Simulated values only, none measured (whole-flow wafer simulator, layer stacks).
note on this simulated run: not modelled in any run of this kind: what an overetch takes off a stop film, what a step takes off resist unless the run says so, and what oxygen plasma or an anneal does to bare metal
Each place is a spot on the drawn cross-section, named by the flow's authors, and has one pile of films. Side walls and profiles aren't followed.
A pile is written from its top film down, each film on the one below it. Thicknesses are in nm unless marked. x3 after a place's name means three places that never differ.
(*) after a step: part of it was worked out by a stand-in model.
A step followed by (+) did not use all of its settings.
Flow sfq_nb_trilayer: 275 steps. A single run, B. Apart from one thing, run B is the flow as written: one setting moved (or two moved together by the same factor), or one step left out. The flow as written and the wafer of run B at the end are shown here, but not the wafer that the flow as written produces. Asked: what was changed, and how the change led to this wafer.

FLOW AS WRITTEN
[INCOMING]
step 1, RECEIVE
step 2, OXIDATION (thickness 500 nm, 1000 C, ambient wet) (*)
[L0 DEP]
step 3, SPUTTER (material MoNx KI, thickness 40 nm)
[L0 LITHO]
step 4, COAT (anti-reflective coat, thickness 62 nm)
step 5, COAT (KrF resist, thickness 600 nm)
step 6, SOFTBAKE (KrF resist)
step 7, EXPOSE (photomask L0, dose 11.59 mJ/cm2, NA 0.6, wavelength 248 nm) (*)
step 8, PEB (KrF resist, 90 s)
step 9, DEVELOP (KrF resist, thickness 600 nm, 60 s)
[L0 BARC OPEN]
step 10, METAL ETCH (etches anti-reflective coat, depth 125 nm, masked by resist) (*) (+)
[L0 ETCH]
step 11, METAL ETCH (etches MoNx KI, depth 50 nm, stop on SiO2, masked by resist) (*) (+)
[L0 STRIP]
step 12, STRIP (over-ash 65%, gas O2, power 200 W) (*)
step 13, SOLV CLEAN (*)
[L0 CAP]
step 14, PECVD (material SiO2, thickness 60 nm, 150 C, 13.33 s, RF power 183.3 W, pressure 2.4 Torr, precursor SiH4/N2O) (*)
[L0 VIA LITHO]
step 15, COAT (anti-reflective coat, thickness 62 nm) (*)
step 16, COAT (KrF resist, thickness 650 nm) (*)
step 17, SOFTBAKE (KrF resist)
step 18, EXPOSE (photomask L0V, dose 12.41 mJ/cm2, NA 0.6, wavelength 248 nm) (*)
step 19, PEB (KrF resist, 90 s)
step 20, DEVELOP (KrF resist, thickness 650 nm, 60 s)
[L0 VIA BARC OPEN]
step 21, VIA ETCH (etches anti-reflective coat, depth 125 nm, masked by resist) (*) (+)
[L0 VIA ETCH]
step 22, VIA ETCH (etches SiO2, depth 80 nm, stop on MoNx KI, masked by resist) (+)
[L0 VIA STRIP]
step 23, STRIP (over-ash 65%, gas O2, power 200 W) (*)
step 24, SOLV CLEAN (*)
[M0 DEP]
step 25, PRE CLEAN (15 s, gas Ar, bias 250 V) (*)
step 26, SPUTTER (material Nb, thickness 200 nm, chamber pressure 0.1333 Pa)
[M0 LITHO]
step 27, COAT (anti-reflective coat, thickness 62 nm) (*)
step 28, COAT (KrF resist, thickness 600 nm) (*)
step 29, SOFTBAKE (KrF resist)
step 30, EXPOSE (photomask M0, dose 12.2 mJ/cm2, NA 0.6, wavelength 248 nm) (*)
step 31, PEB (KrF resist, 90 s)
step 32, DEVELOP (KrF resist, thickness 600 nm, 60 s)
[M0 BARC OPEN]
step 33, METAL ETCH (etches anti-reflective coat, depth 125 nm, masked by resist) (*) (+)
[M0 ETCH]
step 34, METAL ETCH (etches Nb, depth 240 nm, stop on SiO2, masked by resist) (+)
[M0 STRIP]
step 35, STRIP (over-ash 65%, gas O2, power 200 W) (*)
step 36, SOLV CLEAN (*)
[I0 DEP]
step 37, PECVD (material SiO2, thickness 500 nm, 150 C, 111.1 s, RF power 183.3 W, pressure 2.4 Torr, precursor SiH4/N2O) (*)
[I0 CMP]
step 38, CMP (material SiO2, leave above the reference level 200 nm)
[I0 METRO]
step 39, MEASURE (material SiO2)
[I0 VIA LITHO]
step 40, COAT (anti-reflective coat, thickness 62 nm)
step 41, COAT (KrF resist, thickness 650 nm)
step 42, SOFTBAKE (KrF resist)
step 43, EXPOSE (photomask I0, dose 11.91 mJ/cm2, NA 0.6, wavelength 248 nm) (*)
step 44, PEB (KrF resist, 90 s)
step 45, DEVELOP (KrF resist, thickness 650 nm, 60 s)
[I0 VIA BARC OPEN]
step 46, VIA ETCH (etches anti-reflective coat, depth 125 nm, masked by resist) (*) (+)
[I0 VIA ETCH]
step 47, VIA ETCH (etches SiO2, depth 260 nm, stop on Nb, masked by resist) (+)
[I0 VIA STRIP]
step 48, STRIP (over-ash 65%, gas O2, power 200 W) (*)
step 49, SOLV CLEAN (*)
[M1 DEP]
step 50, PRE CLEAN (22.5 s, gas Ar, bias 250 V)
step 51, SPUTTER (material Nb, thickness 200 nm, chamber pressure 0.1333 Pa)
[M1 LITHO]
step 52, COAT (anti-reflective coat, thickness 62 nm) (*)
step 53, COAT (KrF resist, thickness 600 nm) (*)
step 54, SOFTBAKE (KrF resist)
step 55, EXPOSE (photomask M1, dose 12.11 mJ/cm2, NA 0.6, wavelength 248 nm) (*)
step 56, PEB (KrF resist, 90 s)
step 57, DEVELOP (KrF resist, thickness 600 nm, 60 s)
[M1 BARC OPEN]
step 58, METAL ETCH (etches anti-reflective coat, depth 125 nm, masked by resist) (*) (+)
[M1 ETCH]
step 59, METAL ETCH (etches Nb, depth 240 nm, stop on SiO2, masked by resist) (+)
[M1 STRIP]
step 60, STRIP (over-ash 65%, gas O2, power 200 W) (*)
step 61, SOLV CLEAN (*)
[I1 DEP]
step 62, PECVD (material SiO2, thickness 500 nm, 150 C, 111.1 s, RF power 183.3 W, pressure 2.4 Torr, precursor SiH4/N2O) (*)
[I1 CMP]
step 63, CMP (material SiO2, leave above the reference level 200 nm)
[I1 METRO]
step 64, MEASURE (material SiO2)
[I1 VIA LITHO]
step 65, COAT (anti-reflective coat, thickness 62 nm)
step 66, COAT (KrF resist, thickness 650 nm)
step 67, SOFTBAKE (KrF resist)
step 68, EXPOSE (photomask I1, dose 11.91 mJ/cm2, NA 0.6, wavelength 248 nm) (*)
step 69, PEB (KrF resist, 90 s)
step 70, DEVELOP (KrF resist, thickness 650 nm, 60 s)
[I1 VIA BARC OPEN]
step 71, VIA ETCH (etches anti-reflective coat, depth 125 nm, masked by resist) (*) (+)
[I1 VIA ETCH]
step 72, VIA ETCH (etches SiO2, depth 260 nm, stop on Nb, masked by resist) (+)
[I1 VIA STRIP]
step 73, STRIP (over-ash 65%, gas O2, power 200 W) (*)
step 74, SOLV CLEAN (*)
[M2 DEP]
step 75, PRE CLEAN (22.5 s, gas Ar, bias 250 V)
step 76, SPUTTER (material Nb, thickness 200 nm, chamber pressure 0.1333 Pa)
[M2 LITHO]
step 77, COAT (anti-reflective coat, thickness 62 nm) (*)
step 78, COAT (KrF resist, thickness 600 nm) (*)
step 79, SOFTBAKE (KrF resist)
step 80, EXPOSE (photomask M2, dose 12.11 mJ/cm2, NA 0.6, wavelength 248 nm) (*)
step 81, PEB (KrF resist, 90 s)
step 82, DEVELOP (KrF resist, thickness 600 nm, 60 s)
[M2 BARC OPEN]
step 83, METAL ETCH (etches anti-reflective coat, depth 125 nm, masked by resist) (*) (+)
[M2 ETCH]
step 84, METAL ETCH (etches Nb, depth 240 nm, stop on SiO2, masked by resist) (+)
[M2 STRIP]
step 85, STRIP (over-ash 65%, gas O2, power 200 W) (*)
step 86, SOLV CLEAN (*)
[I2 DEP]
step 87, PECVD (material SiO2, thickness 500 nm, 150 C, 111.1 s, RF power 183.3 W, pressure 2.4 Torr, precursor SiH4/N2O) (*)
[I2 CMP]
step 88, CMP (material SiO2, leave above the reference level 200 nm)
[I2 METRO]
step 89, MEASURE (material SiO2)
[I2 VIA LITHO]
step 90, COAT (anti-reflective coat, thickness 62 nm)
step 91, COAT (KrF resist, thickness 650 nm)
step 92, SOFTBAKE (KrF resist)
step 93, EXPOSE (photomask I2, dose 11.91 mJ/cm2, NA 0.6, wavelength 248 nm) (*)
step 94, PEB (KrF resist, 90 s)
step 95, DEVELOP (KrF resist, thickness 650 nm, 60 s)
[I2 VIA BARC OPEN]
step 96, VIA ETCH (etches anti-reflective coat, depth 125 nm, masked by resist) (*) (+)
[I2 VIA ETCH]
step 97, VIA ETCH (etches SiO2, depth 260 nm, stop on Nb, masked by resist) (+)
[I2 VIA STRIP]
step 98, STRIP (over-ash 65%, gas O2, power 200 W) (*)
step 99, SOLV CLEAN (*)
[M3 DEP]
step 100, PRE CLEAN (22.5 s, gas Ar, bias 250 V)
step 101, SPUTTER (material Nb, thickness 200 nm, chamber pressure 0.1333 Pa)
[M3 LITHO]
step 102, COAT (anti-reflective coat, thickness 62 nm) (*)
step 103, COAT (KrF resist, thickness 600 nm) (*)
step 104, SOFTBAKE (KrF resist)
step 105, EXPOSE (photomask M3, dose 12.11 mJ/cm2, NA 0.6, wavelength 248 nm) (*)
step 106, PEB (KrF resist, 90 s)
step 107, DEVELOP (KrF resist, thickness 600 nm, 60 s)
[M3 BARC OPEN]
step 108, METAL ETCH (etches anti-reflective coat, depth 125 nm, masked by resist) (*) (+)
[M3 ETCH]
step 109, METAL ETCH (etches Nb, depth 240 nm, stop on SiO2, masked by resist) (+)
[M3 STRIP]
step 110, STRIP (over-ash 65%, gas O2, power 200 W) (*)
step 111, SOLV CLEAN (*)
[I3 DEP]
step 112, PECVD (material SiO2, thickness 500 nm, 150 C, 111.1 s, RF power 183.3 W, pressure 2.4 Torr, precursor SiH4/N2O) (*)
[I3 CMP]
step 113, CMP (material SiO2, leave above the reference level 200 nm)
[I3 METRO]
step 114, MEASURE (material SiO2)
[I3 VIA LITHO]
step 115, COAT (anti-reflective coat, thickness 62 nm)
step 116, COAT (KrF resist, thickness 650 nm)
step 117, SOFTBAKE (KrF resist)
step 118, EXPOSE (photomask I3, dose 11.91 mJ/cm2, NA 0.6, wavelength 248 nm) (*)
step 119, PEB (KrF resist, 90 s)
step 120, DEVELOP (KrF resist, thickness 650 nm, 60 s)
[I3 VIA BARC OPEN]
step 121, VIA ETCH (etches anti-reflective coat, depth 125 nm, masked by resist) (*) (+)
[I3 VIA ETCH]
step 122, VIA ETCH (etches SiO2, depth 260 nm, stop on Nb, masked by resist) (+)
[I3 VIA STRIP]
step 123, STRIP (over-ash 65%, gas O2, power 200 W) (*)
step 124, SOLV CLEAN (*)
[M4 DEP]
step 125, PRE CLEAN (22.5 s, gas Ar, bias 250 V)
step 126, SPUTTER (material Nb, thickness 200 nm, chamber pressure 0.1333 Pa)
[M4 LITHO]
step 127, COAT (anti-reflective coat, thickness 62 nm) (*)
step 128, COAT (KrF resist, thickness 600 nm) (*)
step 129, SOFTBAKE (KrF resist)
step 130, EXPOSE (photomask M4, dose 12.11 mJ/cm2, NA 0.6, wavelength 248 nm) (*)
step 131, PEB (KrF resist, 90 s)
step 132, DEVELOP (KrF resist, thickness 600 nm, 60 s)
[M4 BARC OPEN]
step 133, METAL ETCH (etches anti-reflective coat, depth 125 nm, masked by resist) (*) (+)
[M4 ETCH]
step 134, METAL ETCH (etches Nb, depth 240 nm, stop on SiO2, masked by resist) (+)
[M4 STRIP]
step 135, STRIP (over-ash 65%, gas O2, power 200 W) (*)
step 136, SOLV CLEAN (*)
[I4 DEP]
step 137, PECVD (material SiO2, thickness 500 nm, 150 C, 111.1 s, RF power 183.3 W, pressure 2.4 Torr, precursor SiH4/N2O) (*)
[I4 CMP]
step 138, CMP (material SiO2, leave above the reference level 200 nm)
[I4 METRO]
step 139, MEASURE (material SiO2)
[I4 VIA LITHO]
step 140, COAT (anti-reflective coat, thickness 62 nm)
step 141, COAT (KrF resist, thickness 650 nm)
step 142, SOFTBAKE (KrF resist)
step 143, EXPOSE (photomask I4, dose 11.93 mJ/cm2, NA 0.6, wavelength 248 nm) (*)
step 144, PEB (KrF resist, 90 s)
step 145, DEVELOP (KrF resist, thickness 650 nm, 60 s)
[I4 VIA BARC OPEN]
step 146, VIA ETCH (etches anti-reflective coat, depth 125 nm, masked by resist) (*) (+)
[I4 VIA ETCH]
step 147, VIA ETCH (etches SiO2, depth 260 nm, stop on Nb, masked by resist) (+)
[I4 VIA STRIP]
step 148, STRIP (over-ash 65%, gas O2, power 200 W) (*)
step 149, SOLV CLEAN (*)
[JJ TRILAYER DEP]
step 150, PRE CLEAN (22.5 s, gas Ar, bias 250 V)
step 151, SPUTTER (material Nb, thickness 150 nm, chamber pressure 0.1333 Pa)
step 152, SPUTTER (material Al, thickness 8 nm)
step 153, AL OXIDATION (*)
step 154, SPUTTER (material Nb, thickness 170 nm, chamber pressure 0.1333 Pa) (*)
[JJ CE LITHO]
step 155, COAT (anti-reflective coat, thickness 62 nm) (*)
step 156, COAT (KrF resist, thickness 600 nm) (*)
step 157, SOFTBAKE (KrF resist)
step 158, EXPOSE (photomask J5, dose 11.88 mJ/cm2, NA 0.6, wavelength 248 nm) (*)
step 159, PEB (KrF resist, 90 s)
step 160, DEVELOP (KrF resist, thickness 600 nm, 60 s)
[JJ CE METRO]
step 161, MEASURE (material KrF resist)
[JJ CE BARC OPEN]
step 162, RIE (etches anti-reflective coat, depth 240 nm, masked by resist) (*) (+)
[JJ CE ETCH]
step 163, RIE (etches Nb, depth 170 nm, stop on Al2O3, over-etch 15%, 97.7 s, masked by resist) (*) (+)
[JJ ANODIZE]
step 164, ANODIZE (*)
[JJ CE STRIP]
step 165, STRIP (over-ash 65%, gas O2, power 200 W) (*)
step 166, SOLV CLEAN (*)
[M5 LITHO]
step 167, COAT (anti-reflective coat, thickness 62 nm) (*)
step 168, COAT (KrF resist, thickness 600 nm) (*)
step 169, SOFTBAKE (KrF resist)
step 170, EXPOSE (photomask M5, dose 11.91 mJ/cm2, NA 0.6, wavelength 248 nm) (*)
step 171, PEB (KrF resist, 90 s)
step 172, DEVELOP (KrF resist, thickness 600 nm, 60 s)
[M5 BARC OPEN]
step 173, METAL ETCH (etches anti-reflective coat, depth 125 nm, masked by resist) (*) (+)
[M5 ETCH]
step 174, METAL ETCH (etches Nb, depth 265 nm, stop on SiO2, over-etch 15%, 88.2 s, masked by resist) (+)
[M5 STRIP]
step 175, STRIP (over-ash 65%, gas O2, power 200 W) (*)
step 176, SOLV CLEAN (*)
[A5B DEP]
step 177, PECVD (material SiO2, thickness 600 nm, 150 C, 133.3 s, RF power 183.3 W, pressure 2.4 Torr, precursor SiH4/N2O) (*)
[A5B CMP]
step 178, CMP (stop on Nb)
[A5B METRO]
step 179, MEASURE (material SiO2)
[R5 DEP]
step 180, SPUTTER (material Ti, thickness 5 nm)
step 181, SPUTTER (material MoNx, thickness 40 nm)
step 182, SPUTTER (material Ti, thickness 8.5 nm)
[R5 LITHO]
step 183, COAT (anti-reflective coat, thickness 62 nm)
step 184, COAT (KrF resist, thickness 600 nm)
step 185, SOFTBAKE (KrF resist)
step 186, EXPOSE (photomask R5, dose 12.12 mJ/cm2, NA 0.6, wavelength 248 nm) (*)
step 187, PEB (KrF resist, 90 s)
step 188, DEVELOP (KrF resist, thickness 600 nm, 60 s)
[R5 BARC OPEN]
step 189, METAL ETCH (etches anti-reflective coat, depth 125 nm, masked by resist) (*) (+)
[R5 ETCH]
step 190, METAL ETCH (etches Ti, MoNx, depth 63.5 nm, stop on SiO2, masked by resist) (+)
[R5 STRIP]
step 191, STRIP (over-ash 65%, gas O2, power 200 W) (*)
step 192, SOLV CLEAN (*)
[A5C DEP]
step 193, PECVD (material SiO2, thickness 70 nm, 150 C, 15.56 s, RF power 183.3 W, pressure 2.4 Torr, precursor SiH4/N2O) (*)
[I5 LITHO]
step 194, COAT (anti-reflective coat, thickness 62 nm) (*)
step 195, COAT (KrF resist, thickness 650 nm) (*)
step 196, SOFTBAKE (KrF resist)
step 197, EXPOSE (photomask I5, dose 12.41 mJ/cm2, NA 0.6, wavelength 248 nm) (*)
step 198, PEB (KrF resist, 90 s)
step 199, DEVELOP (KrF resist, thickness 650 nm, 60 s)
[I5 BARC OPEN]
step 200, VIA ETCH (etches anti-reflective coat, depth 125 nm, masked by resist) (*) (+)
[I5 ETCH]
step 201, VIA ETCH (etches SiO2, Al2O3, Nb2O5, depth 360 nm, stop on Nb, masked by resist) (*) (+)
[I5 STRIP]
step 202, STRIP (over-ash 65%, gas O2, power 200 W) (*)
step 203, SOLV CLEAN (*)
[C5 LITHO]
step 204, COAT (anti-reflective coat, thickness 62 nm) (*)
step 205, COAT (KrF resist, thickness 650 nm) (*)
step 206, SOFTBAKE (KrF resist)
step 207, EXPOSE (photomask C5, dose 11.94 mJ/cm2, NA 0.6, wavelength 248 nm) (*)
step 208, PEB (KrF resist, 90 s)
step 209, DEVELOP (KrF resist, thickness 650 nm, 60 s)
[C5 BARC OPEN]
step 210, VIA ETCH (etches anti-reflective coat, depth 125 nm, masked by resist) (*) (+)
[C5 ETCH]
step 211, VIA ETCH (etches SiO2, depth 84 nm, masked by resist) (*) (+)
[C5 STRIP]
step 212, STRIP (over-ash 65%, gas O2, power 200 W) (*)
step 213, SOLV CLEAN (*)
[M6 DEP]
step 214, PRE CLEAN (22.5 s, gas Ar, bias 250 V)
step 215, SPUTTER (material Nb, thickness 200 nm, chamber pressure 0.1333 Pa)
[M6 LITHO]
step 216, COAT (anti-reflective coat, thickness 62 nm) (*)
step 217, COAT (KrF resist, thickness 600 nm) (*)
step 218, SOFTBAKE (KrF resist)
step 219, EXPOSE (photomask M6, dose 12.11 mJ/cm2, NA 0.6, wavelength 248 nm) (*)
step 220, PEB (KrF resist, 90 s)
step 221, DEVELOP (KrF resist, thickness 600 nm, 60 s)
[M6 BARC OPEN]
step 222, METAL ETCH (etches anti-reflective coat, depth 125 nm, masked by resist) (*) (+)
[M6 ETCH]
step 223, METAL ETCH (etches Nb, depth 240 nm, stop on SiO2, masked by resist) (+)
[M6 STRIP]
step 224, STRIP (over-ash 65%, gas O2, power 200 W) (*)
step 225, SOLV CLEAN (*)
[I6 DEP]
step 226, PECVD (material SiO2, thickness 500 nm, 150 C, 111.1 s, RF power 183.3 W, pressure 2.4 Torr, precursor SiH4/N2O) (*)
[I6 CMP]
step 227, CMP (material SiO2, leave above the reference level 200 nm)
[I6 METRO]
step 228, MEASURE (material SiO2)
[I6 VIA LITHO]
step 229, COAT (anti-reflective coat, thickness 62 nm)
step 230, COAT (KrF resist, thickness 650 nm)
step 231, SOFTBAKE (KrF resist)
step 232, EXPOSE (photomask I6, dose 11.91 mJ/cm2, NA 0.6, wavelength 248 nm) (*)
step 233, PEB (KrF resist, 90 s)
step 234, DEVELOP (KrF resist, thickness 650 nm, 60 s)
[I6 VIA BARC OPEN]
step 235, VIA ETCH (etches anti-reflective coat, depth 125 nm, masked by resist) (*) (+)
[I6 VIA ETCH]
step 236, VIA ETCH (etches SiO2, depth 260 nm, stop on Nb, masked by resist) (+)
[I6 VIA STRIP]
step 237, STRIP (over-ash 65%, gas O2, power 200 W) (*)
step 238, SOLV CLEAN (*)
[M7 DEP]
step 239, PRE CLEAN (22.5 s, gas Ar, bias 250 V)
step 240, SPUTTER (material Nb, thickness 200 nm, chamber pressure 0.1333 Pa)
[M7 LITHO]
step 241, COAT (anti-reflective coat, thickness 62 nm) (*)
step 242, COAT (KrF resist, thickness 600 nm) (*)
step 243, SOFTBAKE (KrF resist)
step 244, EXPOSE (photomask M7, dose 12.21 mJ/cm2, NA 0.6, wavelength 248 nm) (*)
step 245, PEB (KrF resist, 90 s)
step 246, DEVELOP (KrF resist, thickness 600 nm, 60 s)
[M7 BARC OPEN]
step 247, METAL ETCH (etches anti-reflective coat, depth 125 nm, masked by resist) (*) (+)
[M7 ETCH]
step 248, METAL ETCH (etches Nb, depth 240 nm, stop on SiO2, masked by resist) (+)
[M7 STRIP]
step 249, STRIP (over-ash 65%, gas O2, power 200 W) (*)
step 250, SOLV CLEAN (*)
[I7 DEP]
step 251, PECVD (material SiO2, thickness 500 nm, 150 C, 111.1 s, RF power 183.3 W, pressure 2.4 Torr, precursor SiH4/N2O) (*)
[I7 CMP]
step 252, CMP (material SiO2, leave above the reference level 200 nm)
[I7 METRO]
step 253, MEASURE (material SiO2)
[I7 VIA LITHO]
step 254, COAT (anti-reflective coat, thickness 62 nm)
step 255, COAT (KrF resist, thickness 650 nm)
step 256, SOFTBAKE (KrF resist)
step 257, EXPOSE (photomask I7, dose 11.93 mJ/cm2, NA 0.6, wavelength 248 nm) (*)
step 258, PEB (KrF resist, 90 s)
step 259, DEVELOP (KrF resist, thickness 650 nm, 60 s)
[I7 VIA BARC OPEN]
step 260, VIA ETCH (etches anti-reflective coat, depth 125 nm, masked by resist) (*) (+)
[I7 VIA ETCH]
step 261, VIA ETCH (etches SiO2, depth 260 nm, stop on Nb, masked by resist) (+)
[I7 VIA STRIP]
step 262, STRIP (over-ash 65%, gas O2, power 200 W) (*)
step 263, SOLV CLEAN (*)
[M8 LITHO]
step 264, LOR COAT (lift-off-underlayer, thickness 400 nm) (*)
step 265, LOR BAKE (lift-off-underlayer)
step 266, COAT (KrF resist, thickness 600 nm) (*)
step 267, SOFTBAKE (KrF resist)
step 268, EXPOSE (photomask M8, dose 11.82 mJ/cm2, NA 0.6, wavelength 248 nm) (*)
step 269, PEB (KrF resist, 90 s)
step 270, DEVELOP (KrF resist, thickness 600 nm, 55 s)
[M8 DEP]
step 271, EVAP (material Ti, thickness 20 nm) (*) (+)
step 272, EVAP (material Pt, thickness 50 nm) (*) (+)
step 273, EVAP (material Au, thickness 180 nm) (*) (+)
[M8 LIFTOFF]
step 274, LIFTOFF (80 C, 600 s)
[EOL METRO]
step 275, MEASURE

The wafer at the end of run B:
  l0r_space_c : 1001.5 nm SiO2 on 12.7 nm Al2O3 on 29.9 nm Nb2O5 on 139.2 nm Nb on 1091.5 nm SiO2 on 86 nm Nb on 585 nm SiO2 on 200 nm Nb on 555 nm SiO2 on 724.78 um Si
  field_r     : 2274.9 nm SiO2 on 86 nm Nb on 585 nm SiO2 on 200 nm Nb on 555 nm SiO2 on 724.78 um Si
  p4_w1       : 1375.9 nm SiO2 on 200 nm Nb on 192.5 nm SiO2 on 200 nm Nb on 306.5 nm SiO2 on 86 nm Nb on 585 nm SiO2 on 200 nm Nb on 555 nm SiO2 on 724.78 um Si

The reason: step 84, METAL ETCH: depth 114 nm was run, whereas the flow has depth 240 nm.

The path from the change to this, step by step:
  step 84, METAL ETCH (etches Nb, depth 240 nm, stop on SiO2, masked by resist) (+)
      field_l, be, be_sur and 81 more: Nb loses 114 (it would be, as written: Nb loses 200 (all of it))
      v_sur, via_wl, via_w and 19 more: KrF resist loses 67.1 (it would be, as written: KrF resist loses 141.2)
  step 85, STRIP (over-ash 65%, gas O2, power 200 W) (*)
      wl_j_sl, wl_jj, wl_j_sr and 12 more: KrF resist loses 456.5 (all of it), anti-reflective coat loses 62 (all of it) (it would be, as written: KrF resist loses 382.4 (all of it), anti-reflective coat loses 62 (all of it))
      v_sur: KrF resist loses 454.2 (all of it), anti-reflective coat loses 61.4 (all of it) (it would be, as written: KrF resist loses 380 (all of it), anti-reflective coat loses 61.4 (all of it))
      (also at 6 further places)
  step 87, PECVD (material SiO2, thickness 500 nm, 150 C, 111.1 s, RF power 183.3 W, pressure 2.4 Torr, precursor SiH4/N2O) (*)
      field_l, be, be_sur and 81 more: SiO2 gains 500 (new film) (it would be, as written: SiO2 gains 500)
  step 88, CMP (material SiO2, leave above the reference level 200 nm)
      field_l, be, be_sur and 81 more: SiO2 loses 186 (it would be, as written: SiO2 loses 100)
If metal films that touch count as one body, l0r_space_c has 3 bodies (between them, from the top down: SiO2 1091.5; SiO2 585); the flow as written gives 2 bodies (between them, from the top down: SiO2 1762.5).
If metal films that touch count as one body, field_r has 2 bodies (between them, from the top down: SiO2 585); the flow as written gives 1 body.
If metal films that touch count as one body, p4_w1 has 4 bodies (between them, from the top down: SiO2 192.5; SiO2 306.5; SiO2 585); the flow as written gives 3 bodies (between them, from the top down: SiO2 192.5; SiO2 977.5).
